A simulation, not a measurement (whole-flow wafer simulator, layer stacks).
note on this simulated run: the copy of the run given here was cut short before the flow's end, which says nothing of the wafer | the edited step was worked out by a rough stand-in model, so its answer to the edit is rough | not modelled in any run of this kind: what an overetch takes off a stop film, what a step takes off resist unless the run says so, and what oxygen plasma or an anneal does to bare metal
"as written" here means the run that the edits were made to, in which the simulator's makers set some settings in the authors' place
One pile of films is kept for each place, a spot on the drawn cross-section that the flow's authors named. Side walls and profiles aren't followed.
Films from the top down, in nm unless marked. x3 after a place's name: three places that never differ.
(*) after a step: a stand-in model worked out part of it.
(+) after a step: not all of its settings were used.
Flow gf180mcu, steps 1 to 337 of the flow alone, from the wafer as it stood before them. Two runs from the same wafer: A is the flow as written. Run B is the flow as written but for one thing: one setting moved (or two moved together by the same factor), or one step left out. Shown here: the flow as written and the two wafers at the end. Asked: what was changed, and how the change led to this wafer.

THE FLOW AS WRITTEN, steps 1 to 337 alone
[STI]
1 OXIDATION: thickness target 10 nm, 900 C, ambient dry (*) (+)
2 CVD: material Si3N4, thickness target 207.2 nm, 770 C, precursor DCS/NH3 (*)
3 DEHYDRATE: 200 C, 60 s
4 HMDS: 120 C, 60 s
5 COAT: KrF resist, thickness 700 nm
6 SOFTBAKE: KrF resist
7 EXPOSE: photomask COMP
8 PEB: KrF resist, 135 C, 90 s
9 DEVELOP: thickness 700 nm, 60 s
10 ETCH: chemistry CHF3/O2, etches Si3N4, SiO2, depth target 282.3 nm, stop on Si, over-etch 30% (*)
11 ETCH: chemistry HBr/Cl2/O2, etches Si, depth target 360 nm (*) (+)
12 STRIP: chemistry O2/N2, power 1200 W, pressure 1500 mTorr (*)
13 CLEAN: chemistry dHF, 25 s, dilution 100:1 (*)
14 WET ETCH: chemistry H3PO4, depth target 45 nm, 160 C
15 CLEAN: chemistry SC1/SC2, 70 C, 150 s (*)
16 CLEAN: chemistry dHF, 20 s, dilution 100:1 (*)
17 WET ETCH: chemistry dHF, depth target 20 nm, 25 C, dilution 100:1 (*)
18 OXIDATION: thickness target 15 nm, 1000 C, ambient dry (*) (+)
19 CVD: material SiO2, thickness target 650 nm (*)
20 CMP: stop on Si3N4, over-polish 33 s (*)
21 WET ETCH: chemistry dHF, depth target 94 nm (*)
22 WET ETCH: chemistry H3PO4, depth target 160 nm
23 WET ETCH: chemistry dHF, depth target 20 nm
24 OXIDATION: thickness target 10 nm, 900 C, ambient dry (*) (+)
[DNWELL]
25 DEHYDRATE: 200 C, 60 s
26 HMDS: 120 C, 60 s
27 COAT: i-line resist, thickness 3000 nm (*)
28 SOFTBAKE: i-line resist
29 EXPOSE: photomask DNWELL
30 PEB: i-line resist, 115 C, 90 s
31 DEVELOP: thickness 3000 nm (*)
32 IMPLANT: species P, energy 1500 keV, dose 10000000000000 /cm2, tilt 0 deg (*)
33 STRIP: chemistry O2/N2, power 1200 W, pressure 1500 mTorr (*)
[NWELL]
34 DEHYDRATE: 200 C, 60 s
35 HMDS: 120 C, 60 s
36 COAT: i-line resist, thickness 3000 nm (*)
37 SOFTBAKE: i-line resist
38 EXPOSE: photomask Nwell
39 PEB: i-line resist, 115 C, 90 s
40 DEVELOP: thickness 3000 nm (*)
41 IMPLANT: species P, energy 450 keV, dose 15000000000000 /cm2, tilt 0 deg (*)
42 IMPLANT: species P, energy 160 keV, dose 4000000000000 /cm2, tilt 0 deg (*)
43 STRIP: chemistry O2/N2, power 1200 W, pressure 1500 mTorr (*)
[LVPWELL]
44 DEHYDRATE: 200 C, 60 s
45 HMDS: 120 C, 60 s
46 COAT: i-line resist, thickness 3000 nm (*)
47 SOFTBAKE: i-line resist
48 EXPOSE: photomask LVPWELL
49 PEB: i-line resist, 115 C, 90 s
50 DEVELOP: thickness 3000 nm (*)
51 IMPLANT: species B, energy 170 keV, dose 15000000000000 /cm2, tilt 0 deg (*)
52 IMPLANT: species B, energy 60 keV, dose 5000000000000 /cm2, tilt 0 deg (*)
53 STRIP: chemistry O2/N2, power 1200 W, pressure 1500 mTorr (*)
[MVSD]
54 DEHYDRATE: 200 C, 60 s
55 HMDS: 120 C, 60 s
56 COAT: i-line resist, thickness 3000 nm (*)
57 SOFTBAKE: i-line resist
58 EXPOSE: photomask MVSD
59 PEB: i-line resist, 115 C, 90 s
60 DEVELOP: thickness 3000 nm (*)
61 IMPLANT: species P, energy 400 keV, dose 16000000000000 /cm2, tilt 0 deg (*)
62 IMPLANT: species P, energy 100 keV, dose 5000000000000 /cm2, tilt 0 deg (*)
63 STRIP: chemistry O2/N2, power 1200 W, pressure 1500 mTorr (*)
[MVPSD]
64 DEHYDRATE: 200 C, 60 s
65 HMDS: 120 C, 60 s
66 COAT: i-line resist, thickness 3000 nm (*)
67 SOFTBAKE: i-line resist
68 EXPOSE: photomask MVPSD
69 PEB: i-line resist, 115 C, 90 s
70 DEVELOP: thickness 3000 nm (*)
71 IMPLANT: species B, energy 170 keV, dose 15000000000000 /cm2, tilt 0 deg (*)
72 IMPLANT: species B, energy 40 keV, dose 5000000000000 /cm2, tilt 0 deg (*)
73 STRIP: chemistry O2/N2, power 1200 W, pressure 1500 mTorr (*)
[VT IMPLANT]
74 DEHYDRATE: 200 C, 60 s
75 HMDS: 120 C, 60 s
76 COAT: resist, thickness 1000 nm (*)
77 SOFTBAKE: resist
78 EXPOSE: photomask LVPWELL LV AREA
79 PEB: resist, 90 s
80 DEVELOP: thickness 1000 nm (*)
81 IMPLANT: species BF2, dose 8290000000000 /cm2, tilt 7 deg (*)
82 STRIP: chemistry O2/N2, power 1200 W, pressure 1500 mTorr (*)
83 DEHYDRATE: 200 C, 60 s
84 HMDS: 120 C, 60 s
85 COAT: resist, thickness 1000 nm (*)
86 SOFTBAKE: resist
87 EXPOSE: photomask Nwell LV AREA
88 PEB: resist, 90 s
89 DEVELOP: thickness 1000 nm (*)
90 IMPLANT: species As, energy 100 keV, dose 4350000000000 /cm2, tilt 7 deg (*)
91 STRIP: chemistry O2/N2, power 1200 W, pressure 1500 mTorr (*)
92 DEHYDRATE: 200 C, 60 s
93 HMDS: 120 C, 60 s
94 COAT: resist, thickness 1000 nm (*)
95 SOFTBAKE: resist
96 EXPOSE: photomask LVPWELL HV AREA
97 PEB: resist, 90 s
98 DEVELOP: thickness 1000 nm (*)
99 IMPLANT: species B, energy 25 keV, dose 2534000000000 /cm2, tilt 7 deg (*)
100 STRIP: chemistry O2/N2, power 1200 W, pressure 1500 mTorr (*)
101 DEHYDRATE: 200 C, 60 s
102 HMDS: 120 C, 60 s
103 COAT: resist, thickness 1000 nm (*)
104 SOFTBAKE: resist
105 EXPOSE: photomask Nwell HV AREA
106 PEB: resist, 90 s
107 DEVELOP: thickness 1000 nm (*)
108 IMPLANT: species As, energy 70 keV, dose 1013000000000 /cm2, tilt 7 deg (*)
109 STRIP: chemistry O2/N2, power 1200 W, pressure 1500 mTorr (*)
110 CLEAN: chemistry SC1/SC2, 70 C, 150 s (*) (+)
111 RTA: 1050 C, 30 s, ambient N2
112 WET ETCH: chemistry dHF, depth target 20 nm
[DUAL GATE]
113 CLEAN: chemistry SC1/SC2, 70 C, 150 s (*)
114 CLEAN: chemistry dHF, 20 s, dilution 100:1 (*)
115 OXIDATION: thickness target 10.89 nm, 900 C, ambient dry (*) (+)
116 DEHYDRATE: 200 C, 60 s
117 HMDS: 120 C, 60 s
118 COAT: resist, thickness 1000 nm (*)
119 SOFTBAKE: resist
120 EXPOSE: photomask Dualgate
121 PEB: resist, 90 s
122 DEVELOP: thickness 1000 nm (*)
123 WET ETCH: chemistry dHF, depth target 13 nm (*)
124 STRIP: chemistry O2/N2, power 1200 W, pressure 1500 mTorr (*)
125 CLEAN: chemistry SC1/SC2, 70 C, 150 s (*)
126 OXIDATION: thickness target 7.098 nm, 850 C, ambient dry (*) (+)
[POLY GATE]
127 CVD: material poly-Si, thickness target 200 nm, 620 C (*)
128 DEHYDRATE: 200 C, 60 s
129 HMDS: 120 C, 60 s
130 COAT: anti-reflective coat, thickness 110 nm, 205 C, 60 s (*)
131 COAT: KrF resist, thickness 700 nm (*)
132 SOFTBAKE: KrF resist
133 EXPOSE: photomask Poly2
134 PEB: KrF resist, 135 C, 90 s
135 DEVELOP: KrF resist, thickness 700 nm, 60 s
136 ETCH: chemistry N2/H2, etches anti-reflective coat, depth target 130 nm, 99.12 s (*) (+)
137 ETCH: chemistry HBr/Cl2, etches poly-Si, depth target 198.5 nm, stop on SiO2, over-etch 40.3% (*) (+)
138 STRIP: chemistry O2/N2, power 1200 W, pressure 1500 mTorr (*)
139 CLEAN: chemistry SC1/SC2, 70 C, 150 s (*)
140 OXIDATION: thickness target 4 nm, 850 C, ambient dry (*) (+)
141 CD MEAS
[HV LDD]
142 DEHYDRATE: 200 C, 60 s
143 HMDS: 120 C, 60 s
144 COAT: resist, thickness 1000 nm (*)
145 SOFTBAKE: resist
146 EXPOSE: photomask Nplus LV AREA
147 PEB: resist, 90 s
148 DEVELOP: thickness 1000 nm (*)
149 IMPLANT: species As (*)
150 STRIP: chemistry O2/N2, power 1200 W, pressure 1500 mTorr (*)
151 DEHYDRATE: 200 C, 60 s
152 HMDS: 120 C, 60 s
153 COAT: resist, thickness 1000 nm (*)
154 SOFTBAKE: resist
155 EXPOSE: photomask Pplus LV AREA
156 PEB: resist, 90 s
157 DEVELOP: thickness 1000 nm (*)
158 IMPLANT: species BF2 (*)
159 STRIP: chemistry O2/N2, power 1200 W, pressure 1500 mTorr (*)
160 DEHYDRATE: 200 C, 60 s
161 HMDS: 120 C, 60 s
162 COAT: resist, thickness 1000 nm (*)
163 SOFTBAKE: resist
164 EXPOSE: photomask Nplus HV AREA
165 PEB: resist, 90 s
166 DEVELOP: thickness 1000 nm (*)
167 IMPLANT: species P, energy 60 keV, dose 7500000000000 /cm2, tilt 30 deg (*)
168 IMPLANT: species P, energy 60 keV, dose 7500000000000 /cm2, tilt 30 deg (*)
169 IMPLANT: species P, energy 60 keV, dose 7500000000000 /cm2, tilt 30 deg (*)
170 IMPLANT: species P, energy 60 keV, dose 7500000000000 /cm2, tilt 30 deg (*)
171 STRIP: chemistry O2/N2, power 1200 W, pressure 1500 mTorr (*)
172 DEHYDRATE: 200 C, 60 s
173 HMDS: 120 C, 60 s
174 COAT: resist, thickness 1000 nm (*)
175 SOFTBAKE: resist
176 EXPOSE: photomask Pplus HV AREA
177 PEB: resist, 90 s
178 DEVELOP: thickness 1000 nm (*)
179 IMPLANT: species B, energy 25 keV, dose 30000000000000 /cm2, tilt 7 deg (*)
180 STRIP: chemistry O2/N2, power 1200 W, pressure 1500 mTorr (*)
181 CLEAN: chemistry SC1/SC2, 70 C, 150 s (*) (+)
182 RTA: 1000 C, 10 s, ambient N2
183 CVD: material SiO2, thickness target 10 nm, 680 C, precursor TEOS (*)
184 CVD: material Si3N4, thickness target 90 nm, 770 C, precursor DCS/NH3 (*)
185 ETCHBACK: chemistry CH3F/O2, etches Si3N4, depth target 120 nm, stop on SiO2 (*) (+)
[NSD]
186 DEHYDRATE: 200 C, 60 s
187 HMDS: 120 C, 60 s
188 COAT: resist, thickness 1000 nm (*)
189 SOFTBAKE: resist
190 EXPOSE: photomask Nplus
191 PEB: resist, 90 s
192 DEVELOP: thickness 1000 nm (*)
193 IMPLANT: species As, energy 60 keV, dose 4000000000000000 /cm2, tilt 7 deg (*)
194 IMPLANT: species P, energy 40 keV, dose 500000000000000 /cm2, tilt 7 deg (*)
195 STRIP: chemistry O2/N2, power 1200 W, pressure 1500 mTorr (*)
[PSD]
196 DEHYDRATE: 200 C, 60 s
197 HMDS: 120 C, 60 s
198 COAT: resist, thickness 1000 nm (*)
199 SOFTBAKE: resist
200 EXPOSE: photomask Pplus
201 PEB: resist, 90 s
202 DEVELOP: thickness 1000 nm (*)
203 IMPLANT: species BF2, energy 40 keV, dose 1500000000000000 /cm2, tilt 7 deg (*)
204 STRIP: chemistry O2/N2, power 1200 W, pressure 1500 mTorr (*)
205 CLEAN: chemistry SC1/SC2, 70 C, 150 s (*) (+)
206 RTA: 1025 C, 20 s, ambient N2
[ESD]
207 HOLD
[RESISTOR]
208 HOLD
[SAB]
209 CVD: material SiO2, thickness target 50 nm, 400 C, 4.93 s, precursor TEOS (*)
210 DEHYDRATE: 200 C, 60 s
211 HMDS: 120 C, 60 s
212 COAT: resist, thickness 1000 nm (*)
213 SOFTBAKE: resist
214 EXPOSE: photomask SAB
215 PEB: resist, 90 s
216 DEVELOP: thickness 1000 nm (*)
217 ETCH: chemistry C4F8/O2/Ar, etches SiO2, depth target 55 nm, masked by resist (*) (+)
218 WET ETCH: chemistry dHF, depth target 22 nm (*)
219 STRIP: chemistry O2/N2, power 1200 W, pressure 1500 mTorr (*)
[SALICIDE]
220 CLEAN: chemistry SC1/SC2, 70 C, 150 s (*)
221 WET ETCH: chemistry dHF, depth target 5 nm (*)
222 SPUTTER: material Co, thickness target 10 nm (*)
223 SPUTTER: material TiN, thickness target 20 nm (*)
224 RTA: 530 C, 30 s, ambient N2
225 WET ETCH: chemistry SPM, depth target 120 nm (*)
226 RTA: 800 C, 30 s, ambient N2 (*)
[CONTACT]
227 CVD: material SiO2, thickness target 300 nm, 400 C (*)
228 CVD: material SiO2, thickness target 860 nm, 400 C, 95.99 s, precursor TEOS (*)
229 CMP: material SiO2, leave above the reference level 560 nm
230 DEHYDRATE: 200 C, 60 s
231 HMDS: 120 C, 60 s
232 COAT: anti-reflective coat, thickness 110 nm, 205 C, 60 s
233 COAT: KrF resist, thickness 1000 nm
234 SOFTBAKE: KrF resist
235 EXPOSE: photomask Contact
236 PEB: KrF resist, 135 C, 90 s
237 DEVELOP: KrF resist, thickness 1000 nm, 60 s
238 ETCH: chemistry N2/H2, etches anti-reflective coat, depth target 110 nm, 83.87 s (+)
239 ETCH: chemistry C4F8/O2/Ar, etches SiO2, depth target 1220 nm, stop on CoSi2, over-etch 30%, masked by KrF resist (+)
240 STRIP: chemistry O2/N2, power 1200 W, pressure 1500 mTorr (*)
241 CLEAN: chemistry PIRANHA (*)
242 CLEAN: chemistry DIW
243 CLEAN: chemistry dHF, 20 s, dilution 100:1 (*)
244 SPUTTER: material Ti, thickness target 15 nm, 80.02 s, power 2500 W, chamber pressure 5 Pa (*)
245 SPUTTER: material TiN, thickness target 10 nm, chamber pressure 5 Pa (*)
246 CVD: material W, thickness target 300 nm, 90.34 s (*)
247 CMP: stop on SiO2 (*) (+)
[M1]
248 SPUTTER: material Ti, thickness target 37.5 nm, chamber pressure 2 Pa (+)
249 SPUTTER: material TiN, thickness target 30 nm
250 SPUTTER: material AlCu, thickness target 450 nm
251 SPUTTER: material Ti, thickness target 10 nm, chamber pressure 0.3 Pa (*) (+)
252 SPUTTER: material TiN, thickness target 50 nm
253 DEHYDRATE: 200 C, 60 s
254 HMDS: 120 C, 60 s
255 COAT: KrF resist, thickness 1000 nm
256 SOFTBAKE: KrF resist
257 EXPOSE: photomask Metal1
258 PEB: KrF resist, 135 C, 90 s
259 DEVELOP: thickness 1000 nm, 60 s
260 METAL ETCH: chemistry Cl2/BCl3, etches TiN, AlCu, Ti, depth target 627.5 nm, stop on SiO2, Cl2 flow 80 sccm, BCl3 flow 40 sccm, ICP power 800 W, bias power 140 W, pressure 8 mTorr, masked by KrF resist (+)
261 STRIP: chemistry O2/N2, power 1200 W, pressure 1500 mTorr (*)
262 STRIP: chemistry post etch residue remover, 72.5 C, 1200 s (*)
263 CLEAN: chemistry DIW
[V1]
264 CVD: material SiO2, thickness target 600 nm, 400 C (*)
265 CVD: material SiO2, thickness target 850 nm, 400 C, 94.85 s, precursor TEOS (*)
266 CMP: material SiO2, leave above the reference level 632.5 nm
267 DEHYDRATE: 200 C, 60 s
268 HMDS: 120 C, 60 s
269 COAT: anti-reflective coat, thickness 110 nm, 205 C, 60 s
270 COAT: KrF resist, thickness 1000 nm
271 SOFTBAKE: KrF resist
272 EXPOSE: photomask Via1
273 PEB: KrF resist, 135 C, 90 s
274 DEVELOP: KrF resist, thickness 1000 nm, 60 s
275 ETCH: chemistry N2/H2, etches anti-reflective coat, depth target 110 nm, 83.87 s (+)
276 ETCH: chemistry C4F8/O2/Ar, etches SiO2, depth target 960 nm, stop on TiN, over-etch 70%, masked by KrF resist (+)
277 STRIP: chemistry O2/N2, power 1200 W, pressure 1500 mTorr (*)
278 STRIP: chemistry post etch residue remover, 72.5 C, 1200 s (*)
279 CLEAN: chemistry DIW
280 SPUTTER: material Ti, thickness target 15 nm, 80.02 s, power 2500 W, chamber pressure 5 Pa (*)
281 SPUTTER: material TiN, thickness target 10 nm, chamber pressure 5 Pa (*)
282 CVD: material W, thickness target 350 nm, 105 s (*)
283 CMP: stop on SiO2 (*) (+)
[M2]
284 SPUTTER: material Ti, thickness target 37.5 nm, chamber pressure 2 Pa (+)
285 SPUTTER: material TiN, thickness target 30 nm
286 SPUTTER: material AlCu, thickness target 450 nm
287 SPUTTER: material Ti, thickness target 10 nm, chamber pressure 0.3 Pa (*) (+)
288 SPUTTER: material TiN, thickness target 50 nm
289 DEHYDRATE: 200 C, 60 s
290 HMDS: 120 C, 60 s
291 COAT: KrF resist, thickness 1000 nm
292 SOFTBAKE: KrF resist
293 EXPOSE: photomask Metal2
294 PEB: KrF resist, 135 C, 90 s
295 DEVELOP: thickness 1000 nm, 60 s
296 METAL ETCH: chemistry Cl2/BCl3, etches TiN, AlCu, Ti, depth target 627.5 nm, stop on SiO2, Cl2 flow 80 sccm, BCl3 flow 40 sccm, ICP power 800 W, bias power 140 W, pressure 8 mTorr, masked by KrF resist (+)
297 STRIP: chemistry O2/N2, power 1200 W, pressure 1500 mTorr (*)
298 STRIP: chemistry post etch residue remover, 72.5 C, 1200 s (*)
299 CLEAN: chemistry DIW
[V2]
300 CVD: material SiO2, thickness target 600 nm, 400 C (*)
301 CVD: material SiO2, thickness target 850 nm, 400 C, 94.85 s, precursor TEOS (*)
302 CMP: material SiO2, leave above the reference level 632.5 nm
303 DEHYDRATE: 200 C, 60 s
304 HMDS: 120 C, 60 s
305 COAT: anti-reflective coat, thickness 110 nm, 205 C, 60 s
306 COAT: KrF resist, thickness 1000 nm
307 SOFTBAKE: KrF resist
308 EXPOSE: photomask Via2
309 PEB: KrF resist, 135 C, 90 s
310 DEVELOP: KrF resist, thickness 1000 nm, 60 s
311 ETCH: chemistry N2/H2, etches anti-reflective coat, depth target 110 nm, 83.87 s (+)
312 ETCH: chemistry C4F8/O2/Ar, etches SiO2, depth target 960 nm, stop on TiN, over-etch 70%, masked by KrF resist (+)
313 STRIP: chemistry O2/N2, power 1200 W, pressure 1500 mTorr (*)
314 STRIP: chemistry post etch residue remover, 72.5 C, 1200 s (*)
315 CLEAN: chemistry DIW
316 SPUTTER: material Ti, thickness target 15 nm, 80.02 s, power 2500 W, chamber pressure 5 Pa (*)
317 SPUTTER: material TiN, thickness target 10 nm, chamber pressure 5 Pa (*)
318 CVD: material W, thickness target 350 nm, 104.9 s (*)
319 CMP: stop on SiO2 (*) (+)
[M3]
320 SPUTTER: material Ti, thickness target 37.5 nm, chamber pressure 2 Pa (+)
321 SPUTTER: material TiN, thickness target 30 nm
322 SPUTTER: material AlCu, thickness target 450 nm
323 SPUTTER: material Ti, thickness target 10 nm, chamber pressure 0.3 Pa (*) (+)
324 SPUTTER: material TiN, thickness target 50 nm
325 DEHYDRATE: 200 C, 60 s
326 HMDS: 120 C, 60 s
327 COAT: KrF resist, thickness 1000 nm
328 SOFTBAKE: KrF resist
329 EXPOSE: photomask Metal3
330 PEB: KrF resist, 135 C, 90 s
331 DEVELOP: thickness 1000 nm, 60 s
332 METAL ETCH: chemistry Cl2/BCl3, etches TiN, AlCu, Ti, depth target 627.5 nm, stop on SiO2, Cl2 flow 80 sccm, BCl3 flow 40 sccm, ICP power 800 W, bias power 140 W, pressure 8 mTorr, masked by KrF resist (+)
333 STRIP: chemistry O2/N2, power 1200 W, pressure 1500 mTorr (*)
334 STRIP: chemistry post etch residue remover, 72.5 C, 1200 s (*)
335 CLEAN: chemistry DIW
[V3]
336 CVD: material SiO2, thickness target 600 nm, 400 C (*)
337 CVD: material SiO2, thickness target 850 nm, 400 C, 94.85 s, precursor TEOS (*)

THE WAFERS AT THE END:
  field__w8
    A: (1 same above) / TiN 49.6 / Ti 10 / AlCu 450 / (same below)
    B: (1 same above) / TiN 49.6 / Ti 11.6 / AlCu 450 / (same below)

The cause: step 323, SPUTTER: thickness target 11.6 nm was run, where the flow has thickness target 10 nm.
It can be read off the wafer: field__w8 has Ti 11.6, and step 323 as written asks for 10 nm.

How the change led to this, step by step:
  323 SPUTTER: material Ti, thickness target 10 nm, chamber pressure 0.3 Pa (*) (+)
      field, field__w1, field__w2 and 108 more: A Ti +10 (new film) | B Ti +11.6 (new film)
  332 METAL ETCH: chemistry Cl2/BCl3, etches TiN, AlCu, Ti, depth target 627.5 nm, stop on SiO2, Cl2 flow 80 sccm, BCl3 flow 40 sccm, ICP power 800 W, bias power 140 W, pressure 8 mTorr, masked by KrF resist (+)
      field, field__w1, field__w2 and 103 more: A TiN -50 (all of it), Ti -10 (all of it), AlCu -450 (all of it), TiN -30 (all of it), Ti -37.5 (all of it) | B TiN -50 (all of it), Ti -11.6 (all of it), AlCu -450 (all of it), TiN -30 (all of it), Ti -37.5 (all of it)
